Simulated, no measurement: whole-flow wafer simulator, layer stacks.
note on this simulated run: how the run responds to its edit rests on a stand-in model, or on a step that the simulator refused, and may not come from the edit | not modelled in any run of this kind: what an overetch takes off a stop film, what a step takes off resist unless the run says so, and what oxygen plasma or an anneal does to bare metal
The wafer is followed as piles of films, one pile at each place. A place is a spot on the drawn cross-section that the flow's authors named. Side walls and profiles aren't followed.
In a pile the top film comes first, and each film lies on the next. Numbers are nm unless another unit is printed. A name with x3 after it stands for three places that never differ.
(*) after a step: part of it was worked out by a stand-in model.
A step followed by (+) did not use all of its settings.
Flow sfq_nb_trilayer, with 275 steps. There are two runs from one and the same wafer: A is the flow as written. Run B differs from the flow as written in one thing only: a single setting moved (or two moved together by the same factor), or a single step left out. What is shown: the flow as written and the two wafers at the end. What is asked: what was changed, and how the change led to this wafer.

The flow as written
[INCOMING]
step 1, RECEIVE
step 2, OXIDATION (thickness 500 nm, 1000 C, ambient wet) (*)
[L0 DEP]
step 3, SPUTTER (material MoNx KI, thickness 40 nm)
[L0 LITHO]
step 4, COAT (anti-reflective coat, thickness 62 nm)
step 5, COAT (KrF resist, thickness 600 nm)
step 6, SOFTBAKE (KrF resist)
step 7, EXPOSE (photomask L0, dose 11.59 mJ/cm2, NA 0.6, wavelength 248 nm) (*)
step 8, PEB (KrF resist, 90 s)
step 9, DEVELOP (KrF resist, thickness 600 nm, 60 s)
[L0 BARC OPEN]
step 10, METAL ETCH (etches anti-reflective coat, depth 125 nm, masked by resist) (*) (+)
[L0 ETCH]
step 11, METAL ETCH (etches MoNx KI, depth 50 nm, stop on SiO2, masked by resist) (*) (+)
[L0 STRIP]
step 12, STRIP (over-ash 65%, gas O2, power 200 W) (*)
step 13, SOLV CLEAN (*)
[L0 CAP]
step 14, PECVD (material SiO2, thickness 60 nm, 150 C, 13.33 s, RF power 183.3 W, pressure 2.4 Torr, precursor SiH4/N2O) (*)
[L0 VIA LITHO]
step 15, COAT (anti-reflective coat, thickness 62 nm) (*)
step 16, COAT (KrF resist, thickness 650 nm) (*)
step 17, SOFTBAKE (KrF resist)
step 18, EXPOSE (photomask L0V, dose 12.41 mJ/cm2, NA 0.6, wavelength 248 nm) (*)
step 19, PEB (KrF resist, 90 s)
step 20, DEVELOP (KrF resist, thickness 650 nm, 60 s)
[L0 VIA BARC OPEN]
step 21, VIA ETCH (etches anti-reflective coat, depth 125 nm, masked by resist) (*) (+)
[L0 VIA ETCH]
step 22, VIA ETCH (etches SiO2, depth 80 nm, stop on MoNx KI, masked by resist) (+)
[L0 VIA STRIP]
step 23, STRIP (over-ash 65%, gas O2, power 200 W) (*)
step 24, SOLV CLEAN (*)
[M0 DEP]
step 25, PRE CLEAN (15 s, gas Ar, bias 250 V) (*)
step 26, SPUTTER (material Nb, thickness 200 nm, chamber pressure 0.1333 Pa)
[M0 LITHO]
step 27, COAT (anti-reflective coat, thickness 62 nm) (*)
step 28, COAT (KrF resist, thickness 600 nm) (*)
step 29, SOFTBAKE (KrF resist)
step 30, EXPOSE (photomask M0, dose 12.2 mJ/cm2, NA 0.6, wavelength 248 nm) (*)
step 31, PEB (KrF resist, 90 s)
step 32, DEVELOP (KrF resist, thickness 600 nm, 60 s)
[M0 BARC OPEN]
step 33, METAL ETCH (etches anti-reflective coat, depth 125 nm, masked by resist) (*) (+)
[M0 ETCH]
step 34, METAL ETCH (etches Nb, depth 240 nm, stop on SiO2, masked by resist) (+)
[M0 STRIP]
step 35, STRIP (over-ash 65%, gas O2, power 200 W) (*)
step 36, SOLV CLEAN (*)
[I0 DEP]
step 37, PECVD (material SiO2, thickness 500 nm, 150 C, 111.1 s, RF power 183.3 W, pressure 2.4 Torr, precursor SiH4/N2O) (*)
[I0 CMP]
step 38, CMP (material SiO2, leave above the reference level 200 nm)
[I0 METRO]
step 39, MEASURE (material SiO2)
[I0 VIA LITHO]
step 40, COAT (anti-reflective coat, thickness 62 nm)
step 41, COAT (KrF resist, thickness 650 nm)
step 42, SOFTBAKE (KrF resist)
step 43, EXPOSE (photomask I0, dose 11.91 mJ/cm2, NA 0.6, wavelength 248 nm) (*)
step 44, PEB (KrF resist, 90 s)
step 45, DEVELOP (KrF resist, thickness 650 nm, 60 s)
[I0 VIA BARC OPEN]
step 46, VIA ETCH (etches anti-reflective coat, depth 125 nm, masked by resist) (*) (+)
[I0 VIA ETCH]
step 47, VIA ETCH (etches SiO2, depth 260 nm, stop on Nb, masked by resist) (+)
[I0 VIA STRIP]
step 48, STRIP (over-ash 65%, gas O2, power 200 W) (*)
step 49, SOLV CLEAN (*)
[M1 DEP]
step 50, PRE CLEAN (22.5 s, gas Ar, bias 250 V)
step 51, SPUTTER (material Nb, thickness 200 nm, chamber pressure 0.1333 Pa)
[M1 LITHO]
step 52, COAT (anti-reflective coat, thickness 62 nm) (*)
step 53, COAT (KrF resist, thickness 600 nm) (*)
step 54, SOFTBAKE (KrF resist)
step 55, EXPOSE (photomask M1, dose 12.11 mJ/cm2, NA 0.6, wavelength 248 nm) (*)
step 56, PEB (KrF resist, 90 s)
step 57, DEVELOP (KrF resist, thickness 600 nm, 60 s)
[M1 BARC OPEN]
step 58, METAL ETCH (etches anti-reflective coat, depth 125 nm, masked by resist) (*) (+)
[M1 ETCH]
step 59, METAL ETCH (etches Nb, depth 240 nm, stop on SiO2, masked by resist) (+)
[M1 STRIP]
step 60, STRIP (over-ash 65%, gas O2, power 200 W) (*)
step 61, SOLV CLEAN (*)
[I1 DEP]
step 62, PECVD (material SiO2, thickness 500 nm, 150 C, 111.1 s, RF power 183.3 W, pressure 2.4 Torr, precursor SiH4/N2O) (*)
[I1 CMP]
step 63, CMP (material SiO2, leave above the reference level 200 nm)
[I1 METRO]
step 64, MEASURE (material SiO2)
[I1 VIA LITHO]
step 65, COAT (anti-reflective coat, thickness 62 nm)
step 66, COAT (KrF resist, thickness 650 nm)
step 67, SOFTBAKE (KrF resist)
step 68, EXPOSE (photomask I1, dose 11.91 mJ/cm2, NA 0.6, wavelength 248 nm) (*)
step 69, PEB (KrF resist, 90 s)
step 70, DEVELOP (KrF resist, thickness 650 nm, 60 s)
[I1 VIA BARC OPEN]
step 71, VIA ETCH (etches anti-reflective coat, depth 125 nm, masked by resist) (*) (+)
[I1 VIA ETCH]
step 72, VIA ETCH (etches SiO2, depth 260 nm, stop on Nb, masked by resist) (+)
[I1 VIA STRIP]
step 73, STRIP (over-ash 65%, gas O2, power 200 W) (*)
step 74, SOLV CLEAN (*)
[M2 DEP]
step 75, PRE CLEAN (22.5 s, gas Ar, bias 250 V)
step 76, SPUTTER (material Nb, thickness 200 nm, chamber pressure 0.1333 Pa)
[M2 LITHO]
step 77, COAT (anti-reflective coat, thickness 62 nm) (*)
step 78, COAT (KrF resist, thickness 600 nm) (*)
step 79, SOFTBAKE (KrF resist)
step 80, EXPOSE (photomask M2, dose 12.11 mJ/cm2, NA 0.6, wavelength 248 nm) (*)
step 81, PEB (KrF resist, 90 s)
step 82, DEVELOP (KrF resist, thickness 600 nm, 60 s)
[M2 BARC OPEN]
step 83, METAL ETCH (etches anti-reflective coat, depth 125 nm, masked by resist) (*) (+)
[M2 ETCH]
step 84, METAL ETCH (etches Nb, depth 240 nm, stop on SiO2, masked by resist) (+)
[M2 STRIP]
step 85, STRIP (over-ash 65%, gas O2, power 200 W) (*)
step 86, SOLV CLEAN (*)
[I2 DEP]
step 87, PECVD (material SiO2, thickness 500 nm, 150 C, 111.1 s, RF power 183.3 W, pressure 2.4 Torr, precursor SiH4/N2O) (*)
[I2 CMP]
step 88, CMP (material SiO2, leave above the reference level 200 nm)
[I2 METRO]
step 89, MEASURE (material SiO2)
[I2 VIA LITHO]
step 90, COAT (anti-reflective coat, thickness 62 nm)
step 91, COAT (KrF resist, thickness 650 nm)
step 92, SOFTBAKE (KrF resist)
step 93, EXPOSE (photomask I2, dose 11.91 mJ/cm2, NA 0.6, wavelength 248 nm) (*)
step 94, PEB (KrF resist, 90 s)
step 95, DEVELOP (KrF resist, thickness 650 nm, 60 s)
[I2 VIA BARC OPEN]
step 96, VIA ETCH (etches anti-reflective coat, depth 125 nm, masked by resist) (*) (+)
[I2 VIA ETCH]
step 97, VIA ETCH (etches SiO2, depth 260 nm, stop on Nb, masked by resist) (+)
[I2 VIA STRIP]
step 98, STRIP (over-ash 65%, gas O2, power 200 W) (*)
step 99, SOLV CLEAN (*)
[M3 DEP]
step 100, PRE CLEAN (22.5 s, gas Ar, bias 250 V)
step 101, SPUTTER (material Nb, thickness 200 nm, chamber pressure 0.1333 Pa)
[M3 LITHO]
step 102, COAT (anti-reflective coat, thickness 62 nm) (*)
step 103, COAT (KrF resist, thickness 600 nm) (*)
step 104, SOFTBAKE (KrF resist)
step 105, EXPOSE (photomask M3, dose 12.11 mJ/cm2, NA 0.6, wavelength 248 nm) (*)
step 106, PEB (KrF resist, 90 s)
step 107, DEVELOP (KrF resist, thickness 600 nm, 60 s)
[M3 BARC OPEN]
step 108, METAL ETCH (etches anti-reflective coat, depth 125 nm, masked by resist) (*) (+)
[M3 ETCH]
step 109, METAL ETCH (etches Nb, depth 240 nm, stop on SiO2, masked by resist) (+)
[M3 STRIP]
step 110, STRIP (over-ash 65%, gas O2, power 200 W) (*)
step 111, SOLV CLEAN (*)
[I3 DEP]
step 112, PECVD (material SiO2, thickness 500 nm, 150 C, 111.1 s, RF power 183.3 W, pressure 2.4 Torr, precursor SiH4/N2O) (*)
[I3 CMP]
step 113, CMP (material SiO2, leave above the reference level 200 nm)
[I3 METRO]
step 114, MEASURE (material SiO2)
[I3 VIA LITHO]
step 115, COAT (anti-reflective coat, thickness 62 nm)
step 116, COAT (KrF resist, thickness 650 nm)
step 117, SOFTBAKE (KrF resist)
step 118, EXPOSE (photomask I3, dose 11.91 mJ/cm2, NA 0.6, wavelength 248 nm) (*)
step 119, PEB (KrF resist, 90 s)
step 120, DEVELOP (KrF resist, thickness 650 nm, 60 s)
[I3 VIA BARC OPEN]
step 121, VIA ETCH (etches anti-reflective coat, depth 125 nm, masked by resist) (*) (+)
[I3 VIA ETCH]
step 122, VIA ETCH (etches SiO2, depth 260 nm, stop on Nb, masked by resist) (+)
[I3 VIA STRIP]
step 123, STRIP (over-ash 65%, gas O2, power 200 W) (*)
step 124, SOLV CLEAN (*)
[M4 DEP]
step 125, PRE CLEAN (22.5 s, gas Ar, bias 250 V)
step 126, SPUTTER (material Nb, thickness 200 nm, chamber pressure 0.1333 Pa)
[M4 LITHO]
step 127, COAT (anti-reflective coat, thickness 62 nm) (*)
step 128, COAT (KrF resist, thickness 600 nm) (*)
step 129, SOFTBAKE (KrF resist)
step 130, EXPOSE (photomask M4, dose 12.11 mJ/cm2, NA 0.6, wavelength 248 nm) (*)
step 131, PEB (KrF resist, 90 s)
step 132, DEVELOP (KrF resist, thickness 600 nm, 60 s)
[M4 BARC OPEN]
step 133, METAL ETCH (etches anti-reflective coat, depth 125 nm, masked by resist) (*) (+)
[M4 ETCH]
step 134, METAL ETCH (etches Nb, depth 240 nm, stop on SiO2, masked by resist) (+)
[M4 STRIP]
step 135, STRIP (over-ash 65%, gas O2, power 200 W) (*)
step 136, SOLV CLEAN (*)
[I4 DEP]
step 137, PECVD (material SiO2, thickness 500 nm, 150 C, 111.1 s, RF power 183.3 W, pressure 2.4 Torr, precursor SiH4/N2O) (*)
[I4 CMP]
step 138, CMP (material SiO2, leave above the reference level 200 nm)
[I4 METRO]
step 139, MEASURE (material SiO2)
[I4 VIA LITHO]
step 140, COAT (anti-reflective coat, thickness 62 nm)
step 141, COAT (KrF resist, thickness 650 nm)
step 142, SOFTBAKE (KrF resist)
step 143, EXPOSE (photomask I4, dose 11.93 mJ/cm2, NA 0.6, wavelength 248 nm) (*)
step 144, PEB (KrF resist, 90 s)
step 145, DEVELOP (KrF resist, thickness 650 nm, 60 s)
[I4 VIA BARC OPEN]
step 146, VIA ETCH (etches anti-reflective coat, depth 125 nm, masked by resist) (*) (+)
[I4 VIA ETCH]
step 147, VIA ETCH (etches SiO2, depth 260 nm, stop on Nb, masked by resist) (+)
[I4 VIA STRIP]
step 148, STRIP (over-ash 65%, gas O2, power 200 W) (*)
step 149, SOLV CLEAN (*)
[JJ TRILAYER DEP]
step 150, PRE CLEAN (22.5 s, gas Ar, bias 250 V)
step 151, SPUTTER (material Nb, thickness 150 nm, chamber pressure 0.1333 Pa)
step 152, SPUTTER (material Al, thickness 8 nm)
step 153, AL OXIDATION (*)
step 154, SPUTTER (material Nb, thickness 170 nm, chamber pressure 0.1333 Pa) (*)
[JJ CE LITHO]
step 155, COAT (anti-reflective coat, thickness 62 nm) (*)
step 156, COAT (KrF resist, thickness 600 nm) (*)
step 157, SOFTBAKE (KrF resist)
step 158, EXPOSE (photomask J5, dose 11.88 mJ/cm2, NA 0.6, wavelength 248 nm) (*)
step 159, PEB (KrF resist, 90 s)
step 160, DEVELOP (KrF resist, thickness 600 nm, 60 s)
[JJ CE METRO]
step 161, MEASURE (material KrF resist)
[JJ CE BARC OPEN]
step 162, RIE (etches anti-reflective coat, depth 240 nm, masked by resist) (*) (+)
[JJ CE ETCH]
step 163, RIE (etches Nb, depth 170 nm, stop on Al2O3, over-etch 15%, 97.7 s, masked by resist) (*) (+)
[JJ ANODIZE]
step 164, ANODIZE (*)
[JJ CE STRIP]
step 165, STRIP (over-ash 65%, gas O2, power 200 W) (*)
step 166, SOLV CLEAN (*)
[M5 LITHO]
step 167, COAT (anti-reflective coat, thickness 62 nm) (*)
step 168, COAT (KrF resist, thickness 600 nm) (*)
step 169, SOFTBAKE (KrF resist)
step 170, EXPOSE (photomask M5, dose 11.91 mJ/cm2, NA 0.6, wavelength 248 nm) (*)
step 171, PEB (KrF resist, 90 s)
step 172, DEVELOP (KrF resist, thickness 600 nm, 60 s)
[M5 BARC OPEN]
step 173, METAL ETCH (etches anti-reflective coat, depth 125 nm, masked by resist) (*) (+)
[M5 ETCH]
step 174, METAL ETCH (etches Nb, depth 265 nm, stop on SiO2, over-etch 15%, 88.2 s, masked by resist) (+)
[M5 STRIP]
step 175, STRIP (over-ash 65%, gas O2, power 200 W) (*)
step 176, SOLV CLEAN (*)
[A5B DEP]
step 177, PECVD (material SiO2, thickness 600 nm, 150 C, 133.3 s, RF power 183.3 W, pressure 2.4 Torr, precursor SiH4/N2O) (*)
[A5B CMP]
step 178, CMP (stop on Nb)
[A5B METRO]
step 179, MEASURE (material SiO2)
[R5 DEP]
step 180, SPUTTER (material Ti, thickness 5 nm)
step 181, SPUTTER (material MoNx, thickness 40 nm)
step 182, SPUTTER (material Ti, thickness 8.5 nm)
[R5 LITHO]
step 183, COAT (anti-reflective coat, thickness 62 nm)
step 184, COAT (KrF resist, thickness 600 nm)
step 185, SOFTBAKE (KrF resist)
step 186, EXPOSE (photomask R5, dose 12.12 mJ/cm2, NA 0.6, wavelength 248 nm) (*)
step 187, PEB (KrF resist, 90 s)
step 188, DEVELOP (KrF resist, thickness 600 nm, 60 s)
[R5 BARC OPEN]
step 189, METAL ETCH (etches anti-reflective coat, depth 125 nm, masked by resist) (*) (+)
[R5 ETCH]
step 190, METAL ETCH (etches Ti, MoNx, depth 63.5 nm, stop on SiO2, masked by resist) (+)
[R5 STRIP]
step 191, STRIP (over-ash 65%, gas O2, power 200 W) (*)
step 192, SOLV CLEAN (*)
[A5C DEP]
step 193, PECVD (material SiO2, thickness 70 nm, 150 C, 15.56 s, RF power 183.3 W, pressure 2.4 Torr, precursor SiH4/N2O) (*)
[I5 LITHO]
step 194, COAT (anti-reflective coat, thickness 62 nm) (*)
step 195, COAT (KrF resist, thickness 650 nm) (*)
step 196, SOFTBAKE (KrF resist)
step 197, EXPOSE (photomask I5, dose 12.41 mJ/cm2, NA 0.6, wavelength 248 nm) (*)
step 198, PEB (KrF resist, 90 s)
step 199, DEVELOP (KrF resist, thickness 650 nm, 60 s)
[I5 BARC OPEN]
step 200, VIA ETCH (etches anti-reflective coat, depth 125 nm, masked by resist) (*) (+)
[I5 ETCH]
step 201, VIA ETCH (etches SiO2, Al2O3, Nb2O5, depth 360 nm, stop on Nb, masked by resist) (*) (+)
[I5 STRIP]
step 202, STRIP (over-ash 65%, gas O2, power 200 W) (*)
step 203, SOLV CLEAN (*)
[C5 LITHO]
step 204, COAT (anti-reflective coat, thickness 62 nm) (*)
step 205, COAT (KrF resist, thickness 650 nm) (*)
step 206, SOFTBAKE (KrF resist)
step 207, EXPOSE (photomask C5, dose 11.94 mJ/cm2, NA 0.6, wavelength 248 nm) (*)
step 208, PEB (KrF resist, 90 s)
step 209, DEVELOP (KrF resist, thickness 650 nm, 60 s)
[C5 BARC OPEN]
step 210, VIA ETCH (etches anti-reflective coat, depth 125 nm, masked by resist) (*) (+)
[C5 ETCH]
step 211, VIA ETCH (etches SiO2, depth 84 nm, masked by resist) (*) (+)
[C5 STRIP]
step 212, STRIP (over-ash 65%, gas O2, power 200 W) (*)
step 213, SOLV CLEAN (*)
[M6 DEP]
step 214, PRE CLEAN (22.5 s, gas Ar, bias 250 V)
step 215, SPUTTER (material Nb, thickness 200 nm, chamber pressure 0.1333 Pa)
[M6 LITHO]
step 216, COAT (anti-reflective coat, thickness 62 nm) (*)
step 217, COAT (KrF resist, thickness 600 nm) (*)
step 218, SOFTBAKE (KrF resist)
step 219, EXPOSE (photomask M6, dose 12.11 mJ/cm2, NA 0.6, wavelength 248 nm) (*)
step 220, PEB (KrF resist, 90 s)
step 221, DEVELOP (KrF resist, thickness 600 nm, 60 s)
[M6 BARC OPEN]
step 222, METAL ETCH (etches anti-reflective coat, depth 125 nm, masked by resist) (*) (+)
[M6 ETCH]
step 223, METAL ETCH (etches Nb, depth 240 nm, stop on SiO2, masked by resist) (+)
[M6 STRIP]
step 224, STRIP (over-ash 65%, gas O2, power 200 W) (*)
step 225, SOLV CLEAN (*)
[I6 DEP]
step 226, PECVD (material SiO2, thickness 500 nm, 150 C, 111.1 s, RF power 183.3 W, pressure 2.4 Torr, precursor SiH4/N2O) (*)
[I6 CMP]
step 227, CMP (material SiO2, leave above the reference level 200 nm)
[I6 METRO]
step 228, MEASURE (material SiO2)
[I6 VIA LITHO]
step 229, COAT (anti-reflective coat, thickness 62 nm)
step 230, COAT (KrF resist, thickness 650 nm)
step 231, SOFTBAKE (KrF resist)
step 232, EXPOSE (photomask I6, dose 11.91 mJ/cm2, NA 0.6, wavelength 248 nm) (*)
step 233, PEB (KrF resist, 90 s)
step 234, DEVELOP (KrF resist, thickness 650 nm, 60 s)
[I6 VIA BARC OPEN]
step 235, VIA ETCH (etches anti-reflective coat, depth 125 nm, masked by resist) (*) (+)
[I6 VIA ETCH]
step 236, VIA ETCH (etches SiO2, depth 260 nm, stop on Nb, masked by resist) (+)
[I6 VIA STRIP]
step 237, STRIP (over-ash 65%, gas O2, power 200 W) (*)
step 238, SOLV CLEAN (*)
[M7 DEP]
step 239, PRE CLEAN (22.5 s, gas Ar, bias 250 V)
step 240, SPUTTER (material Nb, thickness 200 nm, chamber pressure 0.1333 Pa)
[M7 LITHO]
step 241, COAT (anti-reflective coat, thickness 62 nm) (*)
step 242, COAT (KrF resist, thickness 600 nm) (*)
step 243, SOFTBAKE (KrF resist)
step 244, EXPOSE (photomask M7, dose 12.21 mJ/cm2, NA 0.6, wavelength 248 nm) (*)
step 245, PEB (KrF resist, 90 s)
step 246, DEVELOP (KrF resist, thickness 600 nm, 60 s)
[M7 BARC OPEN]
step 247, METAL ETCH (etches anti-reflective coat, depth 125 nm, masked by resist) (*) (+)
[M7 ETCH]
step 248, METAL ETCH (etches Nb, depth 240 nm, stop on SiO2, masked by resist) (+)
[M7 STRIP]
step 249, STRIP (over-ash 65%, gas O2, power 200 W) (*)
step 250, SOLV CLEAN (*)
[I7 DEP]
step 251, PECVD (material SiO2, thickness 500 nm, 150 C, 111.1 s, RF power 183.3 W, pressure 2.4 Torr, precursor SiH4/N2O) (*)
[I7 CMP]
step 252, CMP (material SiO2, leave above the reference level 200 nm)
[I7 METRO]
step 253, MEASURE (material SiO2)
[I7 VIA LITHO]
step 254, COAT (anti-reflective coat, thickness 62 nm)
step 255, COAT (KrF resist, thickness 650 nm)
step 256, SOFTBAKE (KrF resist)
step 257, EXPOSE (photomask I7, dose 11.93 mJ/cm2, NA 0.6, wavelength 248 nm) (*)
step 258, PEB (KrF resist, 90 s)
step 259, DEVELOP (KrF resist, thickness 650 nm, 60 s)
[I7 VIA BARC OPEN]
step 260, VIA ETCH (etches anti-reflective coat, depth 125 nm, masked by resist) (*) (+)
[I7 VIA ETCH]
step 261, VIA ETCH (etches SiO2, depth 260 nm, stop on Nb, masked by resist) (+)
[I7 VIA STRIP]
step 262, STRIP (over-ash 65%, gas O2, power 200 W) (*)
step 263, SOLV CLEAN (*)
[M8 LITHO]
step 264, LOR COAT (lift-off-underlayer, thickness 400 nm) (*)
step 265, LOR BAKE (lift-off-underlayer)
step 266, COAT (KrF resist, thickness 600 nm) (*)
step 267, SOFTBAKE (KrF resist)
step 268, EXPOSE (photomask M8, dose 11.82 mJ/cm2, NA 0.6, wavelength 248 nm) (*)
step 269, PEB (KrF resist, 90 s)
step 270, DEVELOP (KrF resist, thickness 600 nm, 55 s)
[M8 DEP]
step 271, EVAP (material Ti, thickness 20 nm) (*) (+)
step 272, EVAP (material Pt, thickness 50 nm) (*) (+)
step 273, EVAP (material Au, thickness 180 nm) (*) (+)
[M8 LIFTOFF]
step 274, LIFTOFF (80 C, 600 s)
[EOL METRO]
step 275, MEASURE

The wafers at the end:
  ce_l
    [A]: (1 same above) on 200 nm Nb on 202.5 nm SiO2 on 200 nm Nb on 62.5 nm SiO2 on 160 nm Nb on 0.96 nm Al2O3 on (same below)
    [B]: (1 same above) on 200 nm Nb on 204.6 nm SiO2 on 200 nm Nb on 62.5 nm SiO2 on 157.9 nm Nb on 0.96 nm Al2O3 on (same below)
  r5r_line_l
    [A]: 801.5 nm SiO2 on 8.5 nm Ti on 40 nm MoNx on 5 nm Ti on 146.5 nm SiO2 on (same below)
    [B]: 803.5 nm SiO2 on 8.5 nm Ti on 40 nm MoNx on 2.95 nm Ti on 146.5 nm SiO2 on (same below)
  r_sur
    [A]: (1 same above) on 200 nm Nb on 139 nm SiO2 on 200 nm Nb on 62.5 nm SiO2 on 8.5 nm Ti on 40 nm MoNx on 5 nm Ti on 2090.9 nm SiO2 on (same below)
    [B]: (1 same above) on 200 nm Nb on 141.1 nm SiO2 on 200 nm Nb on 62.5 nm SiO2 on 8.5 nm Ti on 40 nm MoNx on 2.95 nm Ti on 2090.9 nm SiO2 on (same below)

The reason: step 180, SPUTTER: thickness 2.95 nm was run, though the flow has thickness 5 nm.
The wafer itself shows it: r5r_line_l has Ti 2.95, and step 180 as written asks for 5 nm.

How this came from the change, step by step:
  step 180, SPUTTER (material Ti, thickness 5 nm)
      field_l, v_sur, via_wl and 103 more: A +5 Ti (new film) | B +2.95 Ti (new film)
  step 190, METAL ETCH (etches Ti, MoNx, depth 63.5 nm, stop on SiO2, masked by resist) (+)
      field_l, v_sur, via_wl and 92 more: A -8.5 Ti (all of it), -40 MoNx (all of it), -5 Ti (all of it) | B -8.5 Ti (all of it), -40 MoNx (all of it), -2.95 Ti (all of it)
      ce_l, c5j, ce_r, wl_jj: A -8.5 Ti (all of it), -40 MoNx (all of it), -5 Ti (all of it), -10 Nb | B -8.5 Ti (all of it), -40 MoNx (all of it), -2.95 Ti (all of it), -12.1 Nb
